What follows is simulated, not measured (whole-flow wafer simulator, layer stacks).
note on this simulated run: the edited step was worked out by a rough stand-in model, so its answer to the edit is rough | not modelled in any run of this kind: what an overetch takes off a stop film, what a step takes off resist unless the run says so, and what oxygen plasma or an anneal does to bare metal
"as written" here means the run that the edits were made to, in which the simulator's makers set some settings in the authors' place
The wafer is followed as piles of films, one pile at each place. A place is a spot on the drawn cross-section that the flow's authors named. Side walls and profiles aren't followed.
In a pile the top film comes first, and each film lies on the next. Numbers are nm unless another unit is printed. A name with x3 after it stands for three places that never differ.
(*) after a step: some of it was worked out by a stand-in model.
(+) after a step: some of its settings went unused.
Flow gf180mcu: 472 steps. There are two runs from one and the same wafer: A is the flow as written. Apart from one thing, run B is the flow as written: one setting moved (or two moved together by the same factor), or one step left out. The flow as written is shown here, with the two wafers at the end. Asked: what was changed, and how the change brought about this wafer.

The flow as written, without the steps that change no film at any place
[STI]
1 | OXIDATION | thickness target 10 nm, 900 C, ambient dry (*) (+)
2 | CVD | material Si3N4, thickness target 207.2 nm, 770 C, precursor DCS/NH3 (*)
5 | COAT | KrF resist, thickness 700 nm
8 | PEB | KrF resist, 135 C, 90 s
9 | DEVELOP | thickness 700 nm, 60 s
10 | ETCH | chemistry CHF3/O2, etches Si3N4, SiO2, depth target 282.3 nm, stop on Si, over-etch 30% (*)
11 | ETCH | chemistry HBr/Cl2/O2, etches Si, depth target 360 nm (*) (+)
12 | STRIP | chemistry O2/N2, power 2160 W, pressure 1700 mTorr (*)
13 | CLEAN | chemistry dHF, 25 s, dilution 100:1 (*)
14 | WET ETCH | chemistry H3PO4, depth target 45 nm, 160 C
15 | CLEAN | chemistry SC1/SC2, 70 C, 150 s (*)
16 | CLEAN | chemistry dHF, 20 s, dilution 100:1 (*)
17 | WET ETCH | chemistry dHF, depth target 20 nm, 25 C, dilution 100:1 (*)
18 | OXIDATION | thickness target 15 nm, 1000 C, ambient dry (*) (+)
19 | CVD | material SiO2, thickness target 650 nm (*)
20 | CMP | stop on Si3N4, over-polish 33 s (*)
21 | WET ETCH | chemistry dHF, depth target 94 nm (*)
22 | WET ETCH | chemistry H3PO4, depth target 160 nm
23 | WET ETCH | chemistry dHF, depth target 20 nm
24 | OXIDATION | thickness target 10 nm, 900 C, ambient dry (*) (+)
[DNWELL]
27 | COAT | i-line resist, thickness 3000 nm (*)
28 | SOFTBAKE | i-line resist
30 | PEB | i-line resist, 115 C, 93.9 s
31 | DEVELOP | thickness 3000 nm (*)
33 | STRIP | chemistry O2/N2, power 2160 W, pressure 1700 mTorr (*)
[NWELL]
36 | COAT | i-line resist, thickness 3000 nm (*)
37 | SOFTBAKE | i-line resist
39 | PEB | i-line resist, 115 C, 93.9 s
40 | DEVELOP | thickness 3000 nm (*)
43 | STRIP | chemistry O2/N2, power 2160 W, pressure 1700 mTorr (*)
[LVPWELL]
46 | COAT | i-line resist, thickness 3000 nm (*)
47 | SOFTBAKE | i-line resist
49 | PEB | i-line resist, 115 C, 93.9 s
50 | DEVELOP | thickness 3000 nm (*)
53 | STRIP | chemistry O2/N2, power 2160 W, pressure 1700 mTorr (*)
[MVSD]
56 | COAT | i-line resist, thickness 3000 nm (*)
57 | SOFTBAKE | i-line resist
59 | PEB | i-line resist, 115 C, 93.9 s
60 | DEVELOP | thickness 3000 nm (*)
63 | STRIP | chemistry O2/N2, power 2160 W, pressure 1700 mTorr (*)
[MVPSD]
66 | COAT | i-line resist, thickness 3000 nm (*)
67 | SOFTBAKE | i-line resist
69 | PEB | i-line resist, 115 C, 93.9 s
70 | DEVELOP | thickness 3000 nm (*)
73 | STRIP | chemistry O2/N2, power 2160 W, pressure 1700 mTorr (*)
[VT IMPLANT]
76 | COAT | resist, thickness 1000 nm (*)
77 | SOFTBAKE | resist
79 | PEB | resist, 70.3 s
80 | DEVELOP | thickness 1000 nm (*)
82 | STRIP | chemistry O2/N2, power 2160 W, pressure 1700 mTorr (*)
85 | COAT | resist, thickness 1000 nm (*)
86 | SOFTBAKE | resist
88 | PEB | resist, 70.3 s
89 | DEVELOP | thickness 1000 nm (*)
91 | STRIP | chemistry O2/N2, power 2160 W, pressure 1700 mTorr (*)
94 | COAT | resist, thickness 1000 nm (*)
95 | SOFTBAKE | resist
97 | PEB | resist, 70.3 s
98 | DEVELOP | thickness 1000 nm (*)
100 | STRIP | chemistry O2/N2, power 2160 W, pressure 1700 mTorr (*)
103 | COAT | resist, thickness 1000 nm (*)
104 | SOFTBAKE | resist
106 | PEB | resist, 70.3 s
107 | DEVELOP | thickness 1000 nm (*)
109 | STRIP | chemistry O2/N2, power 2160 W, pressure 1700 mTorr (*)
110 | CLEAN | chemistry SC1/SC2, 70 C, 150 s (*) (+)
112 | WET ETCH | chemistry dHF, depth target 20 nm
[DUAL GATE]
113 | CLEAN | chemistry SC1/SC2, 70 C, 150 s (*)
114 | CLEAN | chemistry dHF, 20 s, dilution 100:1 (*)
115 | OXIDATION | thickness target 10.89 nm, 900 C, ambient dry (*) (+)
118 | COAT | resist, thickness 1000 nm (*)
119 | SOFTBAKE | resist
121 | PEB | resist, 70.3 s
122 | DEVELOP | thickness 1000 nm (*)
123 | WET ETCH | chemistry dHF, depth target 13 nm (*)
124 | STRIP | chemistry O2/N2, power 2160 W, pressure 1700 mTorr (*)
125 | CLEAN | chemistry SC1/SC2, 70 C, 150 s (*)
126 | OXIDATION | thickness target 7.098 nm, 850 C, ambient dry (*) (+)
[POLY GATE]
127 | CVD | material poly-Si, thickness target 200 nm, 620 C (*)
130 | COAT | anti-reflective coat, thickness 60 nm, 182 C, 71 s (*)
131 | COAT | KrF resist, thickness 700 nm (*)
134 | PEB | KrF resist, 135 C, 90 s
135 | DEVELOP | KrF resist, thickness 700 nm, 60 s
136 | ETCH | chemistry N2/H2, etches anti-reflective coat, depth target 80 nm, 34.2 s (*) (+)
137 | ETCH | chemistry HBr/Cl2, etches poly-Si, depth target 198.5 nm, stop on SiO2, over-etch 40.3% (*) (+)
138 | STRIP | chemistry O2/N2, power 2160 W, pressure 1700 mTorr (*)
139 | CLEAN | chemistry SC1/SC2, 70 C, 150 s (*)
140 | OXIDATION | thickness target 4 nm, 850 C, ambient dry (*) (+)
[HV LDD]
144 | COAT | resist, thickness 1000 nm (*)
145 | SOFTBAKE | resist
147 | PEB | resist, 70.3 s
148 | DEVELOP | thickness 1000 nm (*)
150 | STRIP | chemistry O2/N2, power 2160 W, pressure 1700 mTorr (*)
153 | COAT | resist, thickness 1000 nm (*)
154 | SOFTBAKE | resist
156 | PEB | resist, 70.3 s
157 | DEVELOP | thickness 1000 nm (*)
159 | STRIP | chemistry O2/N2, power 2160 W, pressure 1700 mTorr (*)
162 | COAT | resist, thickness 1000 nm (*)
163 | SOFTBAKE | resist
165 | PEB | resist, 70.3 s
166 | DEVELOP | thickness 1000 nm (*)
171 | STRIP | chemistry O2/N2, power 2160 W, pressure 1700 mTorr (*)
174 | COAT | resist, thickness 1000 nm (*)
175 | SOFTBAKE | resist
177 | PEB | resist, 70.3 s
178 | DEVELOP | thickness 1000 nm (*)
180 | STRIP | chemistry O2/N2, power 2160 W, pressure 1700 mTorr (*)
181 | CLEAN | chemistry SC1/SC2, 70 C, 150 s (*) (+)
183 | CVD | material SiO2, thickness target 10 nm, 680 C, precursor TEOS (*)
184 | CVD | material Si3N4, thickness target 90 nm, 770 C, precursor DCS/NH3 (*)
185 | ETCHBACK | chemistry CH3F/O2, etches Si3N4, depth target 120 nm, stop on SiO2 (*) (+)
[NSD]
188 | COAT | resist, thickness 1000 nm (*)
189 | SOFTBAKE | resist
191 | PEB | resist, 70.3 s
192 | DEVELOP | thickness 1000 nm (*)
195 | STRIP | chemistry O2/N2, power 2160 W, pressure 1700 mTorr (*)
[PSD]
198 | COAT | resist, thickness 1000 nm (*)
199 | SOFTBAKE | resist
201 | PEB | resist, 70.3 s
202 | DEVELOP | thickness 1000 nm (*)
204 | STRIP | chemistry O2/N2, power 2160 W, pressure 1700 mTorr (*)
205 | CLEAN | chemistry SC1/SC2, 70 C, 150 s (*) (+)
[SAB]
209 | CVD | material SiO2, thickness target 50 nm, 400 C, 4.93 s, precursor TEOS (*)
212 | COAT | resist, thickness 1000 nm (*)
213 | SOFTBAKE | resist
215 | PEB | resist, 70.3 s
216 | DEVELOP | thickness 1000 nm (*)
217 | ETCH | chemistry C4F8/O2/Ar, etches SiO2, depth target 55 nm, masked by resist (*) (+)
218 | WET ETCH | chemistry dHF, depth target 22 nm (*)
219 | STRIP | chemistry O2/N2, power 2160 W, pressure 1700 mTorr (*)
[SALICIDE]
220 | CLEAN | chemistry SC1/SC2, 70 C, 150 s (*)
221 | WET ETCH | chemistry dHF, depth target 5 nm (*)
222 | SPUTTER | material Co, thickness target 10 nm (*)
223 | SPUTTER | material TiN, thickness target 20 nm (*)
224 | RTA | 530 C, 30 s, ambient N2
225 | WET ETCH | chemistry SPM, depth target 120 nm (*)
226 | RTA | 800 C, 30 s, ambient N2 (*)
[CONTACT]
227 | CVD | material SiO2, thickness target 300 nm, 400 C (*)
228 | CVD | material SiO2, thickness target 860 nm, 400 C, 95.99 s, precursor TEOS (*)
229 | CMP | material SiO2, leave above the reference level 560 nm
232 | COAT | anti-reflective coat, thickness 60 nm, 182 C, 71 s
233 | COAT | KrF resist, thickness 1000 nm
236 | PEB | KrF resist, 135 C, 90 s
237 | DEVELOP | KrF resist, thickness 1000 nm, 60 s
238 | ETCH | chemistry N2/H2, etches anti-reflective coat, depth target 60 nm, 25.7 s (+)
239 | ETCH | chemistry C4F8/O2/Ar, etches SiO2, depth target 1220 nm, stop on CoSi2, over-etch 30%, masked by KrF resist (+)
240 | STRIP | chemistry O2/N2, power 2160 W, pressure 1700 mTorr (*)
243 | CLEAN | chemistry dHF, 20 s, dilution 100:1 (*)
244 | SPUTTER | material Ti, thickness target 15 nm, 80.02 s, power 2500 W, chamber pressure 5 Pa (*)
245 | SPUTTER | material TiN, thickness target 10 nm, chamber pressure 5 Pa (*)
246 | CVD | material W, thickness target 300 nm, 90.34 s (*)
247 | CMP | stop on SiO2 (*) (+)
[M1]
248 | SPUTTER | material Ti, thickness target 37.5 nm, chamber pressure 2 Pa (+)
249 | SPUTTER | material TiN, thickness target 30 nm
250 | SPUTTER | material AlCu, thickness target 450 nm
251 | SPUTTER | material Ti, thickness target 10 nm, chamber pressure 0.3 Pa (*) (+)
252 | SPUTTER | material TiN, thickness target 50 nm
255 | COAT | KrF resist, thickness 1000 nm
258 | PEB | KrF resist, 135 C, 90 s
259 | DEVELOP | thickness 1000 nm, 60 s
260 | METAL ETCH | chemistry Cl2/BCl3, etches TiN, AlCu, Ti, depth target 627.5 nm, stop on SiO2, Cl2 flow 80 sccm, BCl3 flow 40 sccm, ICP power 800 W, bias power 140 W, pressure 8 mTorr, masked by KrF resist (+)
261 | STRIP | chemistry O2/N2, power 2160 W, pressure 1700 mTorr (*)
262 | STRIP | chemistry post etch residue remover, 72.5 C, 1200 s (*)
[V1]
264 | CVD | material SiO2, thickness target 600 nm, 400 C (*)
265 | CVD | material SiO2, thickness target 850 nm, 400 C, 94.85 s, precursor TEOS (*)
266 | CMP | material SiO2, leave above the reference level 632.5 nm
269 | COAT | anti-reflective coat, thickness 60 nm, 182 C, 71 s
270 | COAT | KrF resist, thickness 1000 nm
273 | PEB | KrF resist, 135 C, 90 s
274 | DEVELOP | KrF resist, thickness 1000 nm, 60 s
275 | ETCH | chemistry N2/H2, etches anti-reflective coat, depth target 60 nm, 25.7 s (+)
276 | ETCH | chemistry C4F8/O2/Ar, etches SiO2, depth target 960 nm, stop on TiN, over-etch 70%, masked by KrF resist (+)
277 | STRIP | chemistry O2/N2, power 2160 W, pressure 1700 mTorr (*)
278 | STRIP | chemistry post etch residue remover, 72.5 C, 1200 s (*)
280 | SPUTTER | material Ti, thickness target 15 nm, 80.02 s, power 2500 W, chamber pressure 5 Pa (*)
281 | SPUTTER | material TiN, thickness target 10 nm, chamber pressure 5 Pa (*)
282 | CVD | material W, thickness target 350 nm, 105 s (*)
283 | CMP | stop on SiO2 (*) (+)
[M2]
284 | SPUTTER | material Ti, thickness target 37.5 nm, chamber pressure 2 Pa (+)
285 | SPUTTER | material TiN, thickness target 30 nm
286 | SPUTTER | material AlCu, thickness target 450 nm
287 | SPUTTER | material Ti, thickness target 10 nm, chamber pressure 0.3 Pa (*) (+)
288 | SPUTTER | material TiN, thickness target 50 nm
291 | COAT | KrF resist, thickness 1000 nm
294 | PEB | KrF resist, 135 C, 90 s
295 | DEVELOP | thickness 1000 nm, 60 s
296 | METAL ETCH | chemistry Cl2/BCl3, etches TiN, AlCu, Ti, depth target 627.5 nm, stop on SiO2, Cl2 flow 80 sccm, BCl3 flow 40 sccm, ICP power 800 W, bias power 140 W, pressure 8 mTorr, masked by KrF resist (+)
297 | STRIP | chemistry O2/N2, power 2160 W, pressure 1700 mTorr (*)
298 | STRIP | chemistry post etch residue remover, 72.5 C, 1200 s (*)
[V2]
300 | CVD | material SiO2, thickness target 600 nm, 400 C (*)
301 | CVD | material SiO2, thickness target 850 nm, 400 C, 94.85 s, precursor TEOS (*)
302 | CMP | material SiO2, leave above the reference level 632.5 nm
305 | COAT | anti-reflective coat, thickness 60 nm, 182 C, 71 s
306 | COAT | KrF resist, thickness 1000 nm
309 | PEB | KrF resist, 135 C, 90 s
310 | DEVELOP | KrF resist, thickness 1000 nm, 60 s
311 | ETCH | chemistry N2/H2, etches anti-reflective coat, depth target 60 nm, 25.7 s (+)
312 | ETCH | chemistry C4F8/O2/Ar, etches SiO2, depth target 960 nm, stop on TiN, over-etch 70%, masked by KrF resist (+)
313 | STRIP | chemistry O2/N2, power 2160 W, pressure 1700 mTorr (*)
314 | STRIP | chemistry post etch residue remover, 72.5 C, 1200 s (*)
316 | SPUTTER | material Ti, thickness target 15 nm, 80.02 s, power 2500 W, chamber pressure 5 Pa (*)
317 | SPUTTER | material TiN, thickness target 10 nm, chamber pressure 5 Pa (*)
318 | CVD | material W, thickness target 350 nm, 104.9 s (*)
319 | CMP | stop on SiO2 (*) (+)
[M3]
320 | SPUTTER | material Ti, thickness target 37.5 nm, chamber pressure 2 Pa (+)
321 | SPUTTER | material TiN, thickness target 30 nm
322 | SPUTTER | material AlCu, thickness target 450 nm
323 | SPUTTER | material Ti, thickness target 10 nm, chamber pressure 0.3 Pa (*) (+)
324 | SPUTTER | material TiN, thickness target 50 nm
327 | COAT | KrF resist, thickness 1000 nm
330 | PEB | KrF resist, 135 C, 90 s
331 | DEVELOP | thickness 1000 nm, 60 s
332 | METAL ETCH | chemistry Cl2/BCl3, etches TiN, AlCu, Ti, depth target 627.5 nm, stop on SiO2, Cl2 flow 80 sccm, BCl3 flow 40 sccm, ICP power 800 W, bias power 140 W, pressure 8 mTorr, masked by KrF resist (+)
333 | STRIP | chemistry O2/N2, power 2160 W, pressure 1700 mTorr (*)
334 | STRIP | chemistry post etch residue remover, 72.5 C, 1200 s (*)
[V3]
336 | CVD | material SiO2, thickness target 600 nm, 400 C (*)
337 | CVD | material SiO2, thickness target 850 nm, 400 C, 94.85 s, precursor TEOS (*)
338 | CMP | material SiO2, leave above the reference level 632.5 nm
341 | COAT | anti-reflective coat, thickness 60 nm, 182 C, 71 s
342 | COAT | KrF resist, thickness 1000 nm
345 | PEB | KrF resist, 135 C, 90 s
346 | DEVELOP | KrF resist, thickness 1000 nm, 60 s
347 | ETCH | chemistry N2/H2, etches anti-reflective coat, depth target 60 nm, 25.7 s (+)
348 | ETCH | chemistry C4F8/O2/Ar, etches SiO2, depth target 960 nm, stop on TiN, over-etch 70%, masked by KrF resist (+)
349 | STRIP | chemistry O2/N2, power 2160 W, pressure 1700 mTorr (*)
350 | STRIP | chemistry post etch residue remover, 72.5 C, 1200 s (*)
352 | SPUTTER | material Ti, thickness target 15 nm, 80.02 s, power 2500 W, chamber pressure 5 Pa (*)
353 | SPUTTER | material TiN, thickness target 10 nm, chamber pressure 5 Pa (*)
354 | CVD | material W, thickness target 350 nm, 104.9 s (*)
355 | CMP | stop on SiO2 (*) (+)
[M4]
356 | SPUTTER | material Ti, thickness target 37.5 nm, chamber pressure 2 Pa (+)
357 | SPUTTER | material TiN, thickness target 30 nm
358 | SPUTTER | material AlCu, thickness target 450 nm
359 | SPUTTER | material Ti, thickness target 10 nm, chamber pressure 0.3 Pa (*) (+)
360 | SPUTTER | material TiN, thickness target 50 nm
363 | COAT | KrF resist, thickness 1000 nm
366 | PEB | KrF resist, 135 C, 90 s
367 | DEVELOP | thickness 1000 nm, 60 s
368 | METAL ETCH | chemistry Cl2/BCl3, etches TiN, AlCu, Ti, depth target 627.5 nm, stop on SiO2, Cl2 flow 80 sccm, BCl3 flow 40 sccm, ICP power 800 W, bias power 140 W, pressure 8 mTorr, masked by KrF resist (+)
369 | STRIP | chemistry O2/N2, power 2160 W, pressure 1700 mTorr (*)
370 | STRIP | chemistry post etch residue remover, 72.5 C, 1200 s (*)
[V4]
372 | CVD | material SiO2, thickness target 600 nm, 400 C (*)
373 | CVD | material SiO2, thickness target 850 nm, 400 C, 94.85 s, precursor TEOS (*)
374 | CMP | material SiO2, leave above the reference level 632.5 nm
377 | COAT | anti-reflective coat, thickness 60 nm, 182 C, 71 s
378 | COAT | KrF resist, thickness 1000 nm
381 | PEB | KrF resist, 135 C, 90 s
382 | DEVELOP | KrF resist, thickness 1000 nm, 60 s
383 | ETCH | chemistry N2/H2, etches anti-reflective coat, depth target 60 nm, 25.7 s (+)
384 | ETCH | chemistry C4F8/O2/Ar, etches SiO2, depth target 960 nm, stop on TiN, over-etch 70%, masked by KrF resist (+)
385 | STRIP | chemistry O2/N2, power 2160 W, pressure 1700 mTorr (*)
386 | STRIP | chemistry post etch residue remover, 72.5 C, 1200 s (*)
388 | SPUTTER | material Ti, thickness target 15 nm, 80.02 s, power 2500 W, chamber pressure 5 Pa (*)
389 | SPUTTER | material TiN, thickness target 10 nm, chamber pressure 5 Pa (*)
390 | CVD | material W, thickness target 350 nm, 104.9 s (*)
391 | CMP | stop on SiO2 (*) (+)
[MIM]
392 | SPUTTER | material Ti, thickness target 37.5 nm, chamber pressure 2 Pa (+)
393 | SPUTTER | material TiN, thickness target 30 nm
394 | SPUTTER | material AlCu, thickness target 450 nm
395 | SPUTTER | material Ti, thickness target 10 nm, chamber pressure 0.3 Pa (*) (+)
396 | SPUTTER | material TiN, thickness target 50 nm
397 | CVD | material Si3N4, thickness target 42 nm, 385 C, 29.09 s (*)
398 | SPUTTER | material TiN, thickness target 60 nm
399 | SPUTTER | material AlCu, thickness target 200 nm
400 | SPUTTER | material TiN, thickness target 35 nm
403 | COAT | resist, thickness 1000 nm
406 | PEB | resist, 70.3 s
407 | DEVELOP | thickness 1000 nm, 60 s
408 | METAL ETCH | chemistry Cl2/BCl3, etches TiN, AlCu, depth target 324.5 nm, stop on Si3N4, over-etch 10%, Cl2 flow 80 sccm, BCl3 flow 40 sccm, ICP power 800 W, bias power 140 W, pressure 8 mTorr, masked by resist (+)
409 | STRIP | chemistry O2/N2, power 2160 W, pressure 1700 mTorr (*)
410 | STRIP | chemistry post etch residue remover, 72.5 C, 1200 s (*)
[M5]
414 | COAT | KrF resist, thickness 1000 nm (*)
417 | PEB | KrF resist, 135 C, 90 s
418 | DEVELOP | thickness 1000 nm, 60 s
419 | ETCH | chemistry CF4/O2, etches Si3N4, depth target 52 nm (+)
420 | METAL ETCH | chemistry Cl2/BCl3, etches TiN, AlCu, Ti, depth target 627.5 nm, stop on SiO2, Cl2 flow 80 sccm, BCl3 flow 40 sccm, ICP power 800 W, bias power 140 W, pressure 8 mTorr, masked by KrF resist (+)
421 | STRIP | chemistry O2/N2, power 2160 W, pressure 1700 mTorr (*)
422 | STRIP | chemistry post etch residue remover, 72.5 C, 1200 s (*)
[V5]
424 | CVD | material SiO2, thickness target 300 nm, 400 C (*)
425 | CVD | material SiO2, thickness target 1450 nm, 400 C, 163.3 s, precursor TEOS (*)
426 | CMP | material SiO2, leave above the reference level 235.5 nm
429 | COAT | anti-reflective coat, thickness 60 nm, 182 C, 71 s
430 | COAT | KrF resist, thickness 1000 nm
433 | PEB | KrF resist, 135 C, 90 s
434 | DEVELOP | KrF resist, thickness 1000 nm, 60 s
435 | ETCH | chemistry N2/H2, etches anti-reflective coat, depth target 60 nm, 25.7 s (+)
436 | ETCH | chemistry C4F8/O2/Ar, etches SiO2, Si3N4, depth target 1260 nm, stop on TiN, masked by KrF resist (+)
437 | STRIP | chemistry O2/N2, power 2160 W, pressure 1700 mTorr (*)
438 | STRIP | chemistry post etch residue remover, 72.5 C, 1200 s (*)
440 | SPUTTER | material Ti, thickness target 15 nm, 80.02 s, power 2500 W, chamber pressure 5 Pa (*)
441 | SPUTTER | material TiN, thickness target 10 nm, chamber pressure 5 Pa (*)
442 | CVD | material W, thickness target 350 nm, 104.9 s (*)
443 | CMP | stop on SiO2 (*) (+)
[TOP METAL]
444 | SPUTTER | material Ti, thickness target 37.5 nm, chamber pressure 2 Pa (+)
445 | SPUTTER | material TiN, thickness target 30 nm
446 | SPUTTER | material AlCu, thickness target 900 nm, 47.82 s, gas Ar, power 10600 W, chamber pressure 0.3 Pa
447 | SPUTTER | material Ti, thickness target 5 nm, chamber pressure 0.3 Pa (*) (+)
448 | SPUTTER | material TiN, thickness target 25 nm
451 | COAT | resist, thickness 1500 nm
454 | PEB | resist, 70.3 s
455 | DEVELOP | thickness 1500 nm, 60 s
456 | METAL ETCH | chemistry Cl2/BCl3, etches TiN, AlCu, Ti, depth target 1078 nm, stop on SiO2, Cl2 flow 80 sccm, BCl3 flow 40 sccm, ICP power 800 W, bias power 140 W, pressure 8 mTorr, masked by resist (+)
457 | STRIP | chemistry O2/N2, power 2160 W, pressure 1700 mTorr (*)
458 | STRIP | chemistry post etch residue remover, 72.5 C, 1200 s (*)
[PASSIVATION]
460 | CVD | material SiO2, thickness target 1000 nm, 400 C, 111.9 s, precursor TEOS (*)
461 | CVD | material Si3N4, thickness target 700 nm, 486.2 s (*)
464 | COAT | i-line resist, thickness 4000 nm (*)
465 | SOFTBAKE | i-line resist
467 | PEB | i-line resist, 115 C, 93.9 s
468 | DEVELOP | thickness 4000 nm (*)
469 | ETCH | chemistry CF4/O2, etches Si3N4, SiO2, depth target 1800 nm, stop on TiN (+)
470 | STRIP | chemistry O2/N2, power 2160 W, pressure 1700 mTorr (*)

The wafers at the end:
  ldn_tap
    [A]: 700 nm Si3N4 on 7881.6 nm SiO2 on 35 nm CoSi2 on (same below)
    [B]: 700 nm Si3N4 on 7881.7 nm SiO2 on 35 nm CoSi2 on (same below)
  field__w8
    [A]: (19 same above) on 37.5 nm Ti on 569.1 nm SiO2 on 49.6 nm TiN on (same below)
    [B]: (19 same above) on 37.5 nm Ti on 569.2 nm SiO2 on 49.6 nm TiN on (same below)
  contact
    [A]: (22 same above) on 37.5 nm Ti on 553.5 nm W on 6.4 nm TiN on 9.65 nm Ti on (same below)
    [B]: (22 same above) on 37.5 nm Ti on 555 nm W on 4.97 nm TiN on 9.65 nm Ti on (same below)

Cause: step 353, SPUTTER: thickness target 7.75 nm was run, whereas the flow has thickness target 10 nm.

The path from the change to this, step by step:
  353 | SPUTTER | material TiN, thickness target 10 nm, chamber pressure 5 Pa (*)
      field, field__w1, field__w2 and 107 more: A TiN gains 10 (new film) | B TiN gains 7.75 (new film)
      contact: A TiN gains 6.4 (new film) | B TiN gains 4.97 (new film)
  355 | CMP | stop on SiO2 (*) (+)
      field, field__w1, field__w2 and 107 more: A W loses 350 (all of it), TiN loses 10 (all of it), Ti loses 15 (all of it), SiO2 loses 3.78 | B W loses 350 (all of it), TiN loses 7.75 (all of it), Ti loses 15 (all of it), SiO2 loses 3.76
